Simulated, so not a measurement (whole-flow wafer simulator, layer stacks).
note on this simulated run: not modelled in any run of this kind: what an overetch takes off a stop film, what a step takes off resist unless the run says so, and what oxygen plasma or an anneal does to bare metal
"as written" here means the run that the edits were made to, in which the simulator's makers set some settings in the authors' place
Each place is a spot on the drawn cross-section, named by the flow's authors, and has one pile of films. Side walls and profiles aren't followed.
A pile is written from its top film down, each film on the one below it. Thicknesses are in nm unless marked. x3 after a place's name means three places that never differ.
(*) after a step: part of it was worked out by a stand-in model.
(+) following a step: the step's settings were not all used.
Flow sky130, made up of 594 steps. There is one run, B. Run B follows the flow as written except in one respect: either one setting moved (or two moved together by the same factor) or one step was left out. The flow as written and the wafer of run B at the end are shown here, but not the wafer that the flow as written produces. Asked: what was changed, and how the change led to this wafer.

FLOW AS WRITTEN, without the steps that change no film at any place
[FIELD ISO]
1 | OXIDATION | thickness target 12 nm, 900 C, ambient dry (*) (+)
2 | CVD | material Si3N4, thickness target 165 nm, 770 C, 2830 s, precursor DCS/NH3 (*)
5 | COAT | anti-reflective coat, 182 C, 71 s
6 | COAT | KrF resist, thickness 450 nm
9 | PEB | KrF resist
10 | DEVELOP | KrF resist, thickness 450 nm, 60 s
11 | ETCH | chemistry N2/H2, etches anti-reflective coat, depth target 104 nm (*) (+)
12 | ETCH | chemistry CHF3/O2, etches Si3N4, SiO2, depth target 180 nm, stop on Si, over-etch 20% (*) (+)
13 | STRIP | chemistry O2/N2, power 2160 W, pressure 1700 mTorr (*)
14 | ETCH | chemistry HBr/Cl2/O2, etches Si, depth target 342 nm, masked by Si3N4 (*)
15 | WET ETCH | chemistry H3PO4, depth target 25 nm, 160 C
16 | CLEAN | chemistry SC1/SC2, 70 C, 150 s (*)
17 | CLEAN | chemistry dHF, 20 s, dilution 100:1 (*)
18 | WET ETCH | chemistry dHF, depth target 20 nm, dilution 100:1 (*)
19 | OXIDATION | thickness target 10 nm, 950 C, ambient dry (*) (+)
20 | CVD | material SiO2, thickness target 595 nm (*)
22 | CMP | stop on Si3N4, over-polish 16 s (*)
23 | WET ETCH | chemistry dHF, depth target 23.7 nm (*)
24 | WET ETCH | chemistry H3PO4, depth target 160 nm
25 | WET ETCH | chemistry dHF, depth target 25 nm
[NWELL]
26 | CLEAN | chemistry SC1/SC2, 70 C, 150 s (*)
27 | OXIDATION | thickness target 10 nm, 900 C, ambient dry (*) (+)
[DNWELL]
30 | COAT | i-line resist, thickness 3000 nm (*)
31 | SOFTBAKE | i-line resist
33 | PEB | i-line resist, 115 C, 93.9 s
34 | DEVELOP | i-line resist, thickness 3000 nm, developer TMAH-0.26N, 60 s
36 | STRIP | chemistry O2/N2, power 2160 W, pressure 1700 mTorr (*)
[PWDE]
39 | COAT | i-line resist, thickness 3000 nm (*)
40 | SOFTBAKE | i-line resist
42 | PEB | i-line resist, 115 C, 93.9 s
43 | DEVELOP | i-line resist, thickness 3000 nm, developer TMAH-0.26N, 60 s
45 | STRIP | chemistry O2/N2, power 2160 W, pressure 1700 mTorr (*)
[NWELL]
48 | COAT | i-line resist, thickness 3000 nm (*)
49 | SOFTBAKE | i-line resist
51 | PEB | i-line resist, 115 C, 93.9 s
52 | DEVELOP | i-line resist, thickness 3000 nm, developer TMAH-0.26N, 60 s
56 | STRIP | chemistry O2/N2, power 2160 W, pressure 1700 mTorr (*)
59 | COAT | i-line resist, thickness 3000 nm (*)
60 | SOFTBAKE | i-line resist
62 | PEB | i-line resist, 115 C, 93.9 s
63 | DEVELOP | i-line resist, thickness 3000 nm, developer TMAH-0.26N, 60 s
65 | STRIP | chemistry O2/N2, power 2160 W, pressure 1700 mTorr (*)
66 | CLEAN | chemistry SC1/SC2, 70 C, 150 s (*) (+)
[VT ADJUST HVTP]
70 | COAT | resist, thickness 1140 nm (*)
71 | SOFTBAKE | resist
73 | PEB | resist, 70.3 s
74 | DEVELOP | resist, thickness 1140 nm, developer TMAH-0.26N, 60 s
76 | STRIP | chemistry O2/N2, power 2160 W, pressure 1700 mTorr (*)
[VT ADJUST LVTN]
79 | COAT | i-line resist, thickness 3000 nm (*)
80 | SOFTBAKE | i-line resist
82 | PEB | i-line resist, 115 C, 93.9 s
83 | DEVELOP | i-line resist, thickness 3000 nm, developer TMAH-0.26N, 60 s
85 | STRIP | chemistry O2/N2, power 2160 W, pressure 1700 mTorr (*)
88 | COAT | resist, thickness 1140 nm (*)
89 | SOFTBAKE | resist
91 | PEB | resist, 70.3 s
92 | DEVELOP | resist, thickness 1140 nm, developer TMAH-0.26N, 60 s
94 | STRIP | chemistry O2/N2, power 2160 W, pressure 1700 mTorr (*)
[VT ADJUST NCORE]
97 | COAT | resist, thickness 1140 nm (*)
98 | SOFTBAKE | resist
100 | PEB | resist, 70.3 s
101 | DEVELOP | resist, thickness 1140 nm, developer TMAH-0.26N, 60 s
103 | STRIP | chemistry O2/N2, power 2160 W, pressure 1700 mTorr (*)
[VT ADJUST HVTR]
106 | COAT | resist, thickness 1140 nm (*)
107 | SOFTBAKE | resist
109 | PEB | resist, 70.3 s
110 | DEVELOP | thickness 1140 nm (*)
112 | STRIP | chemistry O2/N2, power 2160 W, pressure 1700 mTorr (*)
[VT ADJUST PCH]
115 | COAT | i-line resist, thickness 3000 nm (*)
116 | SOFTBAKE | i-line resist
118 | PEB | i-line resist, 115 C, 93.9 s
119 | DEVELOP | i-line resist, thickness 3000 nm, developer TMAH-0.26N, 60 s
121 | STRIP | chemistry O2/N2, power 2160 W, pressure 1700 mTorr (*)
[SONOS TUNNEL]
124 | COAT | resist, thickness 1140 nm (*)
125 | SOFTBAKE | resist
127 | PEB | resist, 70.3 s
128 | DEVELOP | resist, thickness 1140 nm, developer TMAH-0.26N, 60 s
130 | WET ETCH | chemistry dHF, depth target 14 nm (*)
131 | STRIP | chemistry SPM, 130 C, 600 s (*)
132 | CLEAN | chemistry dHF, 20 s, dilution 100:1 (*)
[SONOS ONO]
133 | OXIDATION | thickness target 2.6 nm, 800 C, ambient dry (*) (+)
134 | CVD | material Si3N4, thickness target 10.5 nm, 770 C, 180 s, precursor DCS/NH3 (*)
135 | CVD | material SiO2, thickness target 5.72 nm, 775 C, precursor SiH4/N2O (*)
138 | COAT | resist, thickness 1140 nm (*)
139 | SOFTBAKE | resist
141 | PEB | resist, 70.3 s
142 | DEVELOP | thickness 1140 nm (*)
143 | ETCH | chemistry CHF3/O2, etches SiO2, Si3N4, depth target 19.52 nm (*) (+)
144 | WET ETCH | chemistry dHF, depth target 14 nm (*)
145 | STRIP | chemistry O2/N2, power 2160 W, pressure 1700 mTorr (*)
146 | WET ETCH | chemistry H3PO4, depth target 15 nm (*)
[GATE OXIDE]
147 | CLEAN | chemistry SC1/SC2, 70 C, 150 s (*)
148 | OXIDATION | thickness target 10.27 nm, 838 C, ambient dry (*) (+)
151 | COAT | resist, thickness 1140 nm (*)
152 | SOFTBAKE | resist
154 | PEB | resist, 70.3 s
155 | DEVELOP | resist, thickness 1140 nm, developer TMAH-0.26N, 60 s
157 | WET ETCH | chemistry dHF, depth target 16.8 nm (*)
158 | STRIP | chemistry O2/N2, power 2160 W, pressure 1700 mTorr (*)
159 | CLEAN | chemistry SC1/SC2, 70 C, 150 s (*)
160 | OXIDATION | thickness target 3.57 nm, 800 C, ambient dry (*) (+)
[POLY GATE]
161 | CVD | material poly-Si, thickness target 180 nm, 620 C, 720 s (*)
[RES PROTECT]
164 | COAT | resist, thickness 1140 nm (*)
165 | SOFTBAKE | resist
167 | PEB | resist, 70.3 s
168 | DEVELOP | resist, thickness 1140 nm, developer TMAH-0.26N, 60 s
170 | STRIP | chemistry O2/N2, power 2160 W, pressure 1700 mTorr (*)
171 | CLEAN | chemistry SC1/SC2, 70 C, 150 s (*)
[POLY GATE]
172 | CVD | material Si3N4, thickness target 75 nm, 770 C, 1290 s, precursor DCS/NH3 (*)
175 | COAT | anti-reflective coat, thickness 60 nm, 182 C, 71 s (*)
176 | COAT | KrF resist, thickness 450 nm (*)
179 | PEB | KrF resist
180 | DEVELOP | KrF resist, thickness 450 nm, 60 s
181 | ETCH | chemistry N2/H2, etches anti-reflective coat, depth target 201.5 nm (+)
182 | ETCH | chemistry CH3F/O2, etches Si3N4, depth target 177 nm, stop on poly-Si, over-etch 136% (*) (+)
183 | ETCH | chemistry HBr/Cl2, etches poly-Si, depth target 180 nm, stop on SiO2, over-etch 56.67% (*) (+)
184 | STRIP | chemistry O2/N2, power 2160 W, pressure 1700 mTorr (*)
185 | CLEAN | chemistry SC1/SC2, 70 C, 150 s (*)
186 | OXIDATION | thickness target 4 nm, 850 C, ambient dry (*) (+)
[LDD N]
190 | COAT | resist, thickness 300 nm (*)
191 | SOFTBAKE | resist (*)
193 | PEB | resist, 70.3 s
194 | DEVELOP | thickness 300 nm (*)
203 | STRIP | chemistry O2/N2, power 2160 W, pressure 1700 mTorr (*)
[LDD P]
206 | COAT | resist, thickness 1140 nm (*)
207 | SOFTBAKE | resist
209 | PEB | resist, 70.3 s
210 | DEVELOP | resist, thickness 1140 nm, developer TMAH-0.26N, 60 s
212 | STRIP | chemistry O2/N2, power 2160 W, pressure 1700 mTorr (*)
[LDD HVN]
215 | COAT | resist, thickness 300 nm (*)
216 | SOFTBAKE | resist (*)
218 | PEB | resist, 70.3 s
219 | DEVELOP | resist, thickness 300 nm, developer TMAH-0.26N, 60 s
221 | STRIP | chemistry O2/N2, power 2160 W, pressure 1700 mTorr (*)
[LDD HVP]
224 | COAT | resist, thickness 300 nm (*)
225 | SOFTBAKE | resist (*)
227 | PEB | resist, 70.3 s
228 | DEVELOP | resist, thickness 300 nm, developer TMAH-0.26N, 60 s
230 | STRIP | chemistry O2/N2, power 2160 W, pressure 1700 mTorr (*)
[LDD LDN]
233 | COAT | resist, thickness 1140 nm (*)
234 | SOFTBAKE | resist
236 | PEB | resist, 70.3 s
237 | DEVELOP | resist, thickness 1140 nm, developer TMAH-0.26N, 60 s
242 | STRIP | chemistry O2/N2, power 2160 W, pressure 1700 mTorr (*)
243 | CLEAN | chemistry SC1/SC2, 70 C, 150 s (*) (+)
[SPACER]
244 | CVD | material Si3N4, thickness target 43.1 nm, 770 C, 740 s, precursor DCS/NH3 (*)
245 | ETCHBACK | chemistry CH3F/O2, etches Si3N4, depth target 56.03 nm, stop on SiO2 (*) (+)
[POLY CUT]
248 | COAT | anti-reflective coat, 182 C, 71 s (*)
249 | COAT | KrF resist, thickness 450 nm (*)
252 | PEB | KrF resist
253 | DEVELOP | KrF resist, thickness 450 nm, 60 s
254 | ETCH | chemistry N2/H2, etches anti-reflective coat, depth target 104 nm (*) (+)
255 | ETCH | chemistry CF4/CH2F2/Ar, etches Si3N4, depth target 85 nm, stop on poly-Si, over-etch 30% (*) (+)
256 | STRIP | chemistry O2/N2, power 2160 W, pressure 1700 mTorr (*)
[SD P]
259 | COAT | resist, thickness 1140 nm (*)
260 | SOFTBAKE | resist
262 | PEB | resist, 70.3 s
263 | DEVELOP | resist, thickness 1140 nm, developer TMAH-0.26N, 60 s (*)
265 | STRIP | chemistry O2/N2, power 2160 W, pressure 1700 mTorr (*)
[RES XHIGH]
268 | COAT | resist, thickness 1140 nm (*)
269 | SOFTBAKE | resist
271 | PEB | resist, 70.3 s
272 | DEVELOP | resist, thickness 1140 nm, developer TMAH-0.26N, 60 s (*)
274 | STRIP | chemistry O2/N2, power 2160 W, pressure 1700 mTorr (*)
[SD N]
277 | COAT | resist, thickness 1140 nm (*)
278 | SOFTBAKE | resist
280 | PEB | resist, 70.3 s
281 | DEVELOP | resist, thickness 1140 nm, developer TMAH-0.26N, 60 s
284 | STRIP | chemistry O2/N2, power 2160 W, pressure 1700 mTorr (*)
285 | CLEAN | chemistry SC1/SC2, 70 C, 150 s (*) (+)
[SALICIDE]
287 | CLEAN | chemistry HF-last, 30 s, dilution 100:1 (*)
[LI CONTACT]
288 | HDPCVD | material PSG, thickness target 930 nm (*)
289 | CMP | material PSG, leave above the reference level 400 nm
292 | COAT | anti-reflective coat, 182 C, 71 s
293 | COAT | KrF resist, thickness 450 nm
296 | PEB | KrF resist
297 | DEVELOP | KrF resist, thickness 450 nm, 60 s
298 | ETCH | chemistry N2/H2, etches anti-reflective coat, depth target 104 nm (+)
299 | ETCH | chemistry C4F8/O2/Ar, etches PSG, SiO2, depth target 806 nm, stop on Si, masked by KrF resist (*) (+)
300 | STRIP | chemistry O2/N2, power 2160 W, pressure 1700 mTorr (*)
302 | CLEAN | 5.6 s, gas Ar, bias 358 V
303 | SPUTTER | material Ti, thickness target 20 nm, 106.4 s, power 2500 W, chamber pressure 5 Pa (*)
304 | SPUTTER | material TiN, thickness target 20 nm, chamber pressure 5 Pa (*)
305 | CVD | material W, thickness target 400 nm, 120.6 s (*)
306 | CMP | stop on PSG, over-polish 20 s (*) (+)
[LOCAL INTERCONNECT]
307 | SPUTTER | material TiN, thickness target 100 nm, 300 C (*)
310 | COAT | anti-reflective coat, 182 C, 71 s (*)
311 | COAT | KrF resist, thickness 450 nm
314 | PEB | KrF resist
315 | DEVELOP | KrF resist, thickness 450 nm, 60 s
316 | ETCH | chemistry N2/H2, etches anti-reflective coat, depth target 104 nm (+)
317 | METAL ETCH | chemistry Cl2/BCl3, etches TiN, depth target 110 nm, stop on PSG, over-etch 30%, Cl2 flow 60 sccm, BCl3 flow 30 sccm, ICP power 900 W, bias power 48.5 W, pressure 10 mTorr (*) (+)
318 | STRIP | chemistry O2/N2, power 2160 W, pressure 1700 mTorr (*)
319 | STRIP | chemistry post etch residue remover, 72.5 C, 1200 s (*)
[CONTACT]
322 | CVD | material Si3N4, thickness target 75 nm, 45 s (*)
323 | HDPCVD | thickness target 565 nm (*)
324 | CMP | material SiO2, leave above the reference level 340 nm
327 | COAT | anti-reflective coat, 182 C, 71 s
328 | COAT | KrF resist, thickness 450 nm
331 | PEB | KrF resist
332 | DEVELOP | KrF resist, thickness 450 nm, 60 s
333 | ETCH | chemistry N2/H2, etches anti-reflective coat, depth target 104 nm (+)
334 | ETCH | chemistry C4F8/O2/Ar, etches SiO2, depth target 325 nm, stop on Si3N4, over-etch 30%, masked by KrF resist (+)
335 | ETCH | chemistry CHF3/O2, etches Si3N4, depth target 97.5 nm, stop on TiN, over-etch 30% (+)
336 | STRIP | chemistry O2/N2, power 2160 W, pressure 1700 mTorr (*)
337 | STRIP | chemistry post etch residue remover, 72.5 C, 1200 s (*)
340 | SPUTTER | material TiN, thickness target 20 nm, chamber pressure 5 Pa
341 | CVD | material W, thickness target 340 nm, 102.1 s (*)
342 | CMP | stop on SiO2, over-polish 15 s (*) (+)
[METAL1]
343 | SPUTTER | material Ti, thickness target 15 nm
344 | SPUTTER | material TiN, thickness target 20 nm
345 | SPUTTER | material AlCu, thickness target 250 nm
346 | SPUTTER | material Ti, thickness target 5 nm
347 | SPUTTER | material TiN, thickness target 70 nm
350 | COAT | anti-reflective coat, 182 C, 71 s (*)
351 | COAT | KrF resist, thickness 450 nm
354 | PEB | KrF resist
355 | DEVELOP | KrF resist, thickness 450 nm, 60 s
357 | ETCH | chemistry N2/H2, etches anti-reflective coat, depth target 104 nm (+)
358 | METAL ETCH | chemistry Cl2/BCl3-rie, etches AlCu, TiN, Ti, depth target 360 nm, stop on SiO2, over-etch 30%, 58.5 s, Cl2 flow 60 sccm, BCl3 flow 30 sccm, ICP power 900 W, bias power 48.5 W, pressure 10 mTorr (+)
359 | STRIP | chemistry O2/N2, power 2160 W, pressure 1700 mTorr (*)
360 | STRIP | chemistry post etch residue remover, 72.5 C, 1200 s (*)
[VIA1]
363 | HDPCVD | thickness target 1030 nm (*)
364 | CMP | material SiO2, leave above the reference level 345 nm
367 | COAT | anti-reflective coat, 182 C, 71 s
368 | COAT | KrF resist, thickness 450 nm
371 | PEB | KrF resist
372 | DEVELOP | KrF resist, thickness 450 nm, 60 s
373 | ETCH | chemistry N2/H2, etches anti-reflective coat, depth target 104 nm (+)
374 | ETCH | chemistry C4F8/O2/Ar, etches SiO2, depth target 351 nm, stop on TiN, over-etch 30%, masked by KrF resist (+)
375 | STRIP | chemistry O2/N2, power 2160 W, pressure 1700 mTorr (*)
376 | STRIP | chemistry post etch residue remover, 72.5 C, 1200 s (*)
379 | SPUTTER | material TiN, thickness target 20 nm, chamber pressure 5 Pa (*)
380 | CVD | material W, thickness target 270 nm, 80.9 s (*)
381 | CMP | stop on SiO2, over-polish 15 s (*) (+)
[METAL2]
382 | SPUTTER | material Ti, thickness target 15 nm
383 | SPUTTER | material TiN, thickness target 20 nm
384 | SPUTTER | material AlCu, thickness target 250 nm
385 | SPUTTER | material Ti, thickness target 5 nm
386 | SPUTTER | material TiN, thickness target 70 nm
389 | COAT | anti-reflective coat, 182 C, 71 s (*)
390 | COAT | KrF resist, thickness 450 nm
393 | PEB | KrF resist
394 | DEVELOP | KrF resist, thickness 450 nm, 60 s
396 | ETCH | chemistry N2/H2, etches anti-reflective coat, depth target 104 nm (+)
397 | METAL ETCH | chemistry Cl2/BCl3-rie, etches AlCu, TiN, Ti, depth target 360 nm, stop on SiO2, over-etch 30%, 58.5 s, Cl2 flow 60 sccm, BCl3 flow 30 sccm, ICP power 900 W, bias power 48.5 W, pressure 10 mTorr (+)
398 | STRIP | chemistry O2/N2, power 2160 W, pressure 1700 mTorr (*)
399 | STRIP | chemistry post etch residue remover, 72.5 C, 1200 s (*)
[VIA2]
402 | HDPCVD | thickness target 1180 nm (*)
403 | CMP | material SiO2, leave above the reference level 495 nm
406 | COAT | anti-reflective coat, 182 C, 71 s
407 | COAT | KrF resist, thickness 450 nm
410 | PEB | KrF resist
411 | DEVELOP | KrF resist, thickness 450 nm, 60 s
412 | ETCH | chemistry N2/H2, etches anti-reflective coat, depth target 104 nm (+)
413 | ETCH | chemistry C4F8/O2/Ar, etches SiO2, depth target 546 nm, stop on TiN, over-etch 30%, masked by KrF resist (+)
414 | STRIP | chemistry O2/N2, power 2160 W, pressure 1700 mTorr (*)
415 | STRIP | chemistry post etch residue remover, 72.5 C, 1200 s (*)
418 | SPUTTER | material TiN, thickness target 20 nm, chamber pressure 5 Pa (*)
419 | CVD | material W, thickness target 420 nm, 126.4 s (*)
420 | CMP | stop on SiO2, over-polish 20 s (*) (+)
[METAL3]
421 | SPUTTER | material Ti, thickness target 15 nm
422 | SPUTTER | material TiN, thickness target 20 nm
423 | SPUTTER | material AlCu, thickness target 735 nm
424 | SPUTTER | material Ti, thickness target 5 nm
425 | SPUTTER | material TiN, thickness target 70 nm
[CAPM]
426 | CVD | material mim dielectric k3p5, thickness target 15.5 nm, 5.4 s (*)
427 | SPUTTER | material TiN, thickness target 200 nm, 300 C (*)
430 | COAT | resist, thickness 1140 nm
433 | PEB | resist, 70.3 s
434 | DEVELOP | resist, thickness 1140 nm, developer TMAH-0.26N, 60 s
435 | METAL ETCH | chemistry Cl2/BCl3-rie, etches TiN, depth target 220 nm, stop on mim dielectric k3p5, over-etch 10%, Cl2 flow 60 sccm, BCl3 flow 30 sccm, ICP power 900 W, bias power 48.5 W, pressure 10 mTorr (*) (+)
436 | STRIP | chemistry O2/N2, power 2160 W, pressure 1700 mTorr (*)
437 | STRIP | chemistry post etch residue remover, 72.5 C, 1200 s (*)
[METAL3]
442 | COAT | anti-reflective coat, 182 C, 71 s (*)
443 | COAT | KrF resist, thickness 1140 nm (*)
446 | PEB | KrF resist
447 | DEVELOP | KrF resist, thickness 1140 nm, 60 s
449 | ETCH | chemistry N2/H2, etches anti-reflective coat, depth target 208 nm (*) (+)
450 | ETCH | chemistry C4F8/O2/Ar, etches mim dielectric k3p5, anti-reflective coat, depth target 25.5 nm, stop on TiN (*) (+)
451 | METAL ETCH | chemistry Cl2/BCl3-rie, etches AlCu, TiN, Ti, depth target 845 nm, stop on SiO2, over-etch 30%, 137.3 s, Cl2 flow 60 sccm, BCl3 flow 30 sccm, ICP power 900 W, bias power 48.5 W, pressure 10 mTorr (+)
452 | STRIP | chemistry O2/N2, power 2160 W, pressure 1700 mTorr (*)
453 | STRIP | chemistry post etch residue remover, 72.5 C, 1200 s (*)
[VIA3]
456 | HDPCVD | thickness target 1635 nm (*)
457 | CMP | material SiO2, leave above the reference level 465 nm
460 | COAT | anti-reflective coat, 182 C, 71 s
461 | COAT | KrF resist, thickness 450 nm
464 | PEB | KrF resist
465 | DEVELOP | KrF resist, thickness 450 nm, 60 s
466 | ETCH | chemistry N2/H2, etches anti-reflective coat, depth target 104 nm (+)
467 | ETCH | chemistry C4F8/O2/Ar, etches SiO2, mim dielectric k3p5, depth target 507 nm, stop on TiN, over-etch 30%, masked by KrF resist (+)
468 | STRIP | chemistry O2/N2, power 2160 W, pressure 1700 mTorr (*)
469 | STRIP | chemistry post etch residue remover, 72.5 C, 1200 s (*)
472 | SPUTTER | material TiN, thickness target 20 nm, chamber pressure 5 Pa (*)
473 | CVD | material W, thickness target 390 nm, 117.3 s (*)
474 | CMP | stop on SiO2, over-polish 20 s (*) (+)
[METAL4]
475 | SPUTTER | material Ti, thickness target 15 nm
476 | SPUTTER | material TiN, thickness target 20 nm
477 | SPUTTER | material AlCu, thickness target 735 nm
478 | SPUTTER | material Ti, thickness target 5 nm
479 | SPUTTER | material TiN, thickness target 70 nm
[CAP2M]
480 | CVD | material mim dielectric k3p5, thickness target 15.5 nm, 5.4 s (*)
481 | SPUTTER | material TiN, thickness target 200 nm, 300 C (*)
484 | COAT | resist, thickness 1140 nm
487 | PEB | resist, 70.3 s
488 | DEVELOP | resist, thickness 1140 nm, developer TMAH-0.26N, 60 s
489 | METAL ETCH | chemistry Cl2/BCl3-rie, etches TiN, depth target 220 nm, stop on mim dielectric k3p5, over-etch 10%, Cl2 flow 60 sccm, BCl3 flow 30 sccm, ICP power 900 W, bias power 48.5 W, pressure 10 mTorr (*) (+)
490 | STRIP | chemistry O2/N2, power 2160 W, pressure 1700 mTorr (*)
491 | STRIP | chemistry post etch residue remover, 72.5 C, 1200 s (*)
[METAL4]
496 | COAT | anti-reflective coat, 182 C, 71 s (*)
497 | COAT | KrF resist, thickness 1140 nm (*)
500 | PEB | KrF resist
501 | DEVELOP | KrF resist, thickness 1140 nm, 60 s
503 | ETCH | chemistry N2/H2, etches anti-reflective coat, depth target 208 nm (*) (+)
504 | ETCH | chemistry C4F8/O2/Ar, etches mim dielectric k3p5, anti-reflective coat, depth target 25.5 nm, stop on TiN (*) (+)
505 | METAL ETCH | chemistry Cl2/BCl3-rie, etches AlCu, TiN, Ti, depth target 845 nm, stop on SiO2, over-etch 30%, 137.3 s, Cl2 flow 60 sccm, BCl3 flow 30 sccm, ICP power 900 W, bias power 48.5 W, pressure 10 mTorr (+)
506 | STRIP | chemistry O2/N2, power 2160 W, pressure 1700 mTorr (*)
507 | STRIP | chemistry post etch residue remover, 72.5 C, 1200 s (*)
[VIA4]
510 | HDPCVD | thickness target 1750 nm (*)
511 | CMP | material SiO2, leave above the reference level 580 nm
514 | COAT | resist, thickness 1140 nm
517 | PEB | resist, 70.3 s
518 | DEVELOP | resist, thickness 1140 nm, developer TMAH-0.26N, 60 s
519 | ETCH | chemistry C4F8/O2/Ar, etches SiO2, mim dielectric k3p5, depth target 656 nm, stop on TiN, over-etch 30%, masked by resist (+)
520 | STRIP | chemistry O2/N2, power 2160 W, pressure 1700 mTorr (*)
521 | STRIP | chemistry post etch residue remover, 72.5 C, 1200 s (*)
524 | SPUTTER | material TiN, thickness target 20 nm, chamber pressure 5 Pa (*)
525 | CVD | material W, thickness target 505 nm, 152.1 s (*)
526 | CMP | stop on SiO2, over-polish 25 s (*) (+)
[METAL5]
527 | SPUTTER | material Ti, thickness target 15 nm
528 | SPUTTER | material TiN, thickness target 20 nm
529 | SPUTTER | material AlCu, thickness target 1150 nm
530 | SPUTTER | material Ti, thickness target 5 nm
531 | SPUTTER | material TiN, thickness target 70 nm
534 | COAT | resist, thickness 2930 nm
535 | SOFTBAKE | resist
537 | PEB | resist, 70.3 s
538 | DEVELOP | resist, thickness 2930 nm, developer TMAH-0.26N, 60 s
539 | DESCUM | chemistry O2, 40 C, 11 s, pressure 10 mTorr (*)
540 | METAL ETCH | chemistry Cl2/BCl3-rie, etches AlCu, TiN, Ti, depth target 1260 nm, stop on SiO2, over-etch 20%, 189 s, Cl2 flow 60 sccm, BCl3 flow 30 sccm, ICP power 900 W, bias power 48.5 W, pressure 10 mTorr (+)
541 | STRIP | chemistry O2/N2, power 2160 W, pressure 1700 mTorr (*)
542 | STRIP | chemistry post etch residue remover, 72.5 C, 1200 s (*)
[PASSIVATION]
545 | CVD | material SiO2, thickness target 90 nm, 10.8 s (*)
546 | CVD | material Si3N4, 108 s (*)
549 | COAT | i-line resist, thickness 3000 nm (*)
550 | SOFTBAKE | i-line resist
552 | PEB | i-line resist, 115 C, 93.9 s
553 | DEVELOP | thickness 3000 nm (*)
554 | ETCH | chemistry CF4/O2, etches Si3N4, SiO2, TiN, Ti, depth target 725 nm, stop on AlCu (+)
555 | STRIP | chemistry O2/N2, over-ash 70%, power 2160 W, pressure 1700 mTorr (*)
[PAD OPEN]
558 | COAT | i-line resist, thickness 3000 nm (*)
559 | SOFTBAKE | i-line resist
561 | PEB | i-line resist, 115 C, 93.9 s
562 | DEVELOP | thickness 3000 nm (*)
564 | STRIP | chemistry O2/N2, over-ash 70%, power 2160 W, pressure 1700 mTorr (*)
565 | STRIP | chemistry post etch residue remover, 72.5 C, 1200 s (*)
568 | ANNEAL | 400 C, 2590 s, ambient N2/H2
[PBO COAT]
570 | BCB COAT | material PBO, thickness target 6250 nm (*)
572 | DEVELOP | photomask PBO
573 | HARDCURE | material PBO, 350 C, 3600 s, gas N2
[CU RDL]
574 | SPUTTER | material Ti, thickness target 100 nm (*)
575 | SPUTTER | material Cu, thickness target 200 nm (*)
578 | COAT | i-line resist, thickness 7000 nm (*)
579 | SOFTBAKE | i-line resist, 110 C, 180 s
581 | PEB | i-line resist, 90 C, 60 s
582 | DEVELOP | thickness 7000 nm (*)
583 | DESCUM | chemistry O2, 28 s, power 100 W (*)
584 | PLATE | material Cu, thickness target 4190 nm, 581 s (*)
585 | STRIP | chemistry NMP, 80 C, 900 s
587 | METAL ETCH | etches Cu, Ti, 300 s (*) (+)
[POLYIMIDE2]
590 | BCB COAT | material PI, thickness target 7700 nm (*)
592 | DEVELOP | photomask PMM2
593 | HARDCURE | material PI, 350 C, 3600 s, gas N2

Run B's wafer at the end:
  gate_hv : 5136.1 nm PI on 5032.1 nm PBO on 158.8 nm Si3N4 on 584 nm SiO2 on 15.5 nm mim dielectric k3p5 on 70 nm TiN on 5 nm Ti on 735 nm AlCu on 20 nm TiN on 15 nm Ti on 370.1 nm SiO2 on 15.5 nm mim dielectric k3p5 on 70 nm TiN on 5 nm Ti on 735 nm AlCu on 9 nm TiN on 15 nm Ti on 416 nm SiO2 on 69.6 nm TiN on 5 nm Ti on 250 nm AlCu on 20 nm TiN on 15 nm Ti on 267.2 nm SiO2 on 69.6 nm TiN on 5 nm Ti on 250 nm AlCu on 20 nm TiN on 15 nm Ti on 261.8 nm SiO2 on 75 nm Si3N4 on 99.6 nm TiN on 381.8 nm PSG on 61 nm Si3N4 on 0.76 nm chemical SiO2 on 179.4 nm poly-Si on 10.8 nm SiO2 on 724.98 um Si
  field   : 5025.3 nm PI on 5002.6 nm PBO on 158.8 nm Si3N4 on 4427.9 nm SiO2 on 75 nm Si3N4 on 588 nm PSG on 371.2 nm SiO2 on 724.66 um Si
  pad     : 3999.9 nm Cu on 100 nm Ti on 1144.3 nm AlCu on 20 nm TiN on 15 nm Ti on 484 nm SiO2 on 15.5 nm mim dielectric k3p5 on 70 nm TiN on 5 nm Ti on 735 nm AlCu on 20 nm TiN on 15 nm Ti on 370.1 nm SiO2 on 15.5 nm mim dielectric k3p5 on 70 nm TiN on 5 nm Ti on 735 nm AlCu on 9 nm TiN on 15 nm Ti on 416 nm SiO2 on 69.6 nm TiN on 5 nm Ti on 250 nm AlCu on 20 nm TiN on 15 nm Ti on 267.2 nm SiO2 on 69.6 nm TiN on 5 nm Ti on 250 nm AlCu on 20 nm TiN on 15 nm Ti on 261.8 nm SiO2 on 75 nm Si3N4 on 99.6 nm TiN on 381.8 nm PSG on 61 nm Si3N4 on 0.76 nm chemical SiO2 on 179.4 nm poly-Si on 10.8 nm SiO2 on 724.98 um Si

What caused this: step 422, SPUTTER: thickness target 9 nm was run, while the flow as written has thickness target 20 nm.
One can read it off the wafer: gate_hv has TiN 9, and step 422 as written asks for 20 nm.

Step by step, how the change led to this:
  422 | SPUTTER | material TiN, thickness target 20 nm
      field, active, n_well and 188 more: +9 TiN (new film) (it would be, as written: +20 TiN (new film))
  451 | METAL ETCH | chemistry Cl2/BCl3-rie, etches AlCu, TiN, Ti, depth target 845 nm, stop on SiO2, over-etch 30%, 137.3 s, Cl2 flow 60 sccm, BCl3 flow 30 sccm, ICP power 900 W, bias power 48.5 W, pressure 10 mTorr (+)
      field, gate, spacer and 66 more: -70 TiN (all of it), -5 Ti (all of it), -735 AlCu (all of it), -9 TiN (all of it), -15 Ti (all of it), -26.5 SiO2 (it would be, as written: -70 TiN (all of it), -5 Ti (all of it), -735 AlCu (all of it), -20 TiN (all of it), -15 Ti (all of it), -25.4 SiO2)
      vpp_ln, vpp_iso2, ndiff_ln and 8 more: -70 TiN (all of it), -5 Ti (all of it), -735 AlCu (all of it), -9 TiN (all of it), -15 Ti (all of it), -26.4 SiO2 (it would be, as written: -70 TiN (all of it), -5 Ti (all of it), -735 AlCu (all of it), -20 TiN (all of it), -15 Ti (all of it), -25.3 SiO2)
      (and at 5 other places as well)
  457 | CMP | material SiO2, leave above the reference level 465 nm
      field, gate, spacer and 61 more: -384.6 SiO2 (it would be, as written: -374.7 SiO2)
      active, vpp_ln, vpp_iso1 and 18 more: -384.5 SiO2 (it would be, as written: -374.7 SiO2)
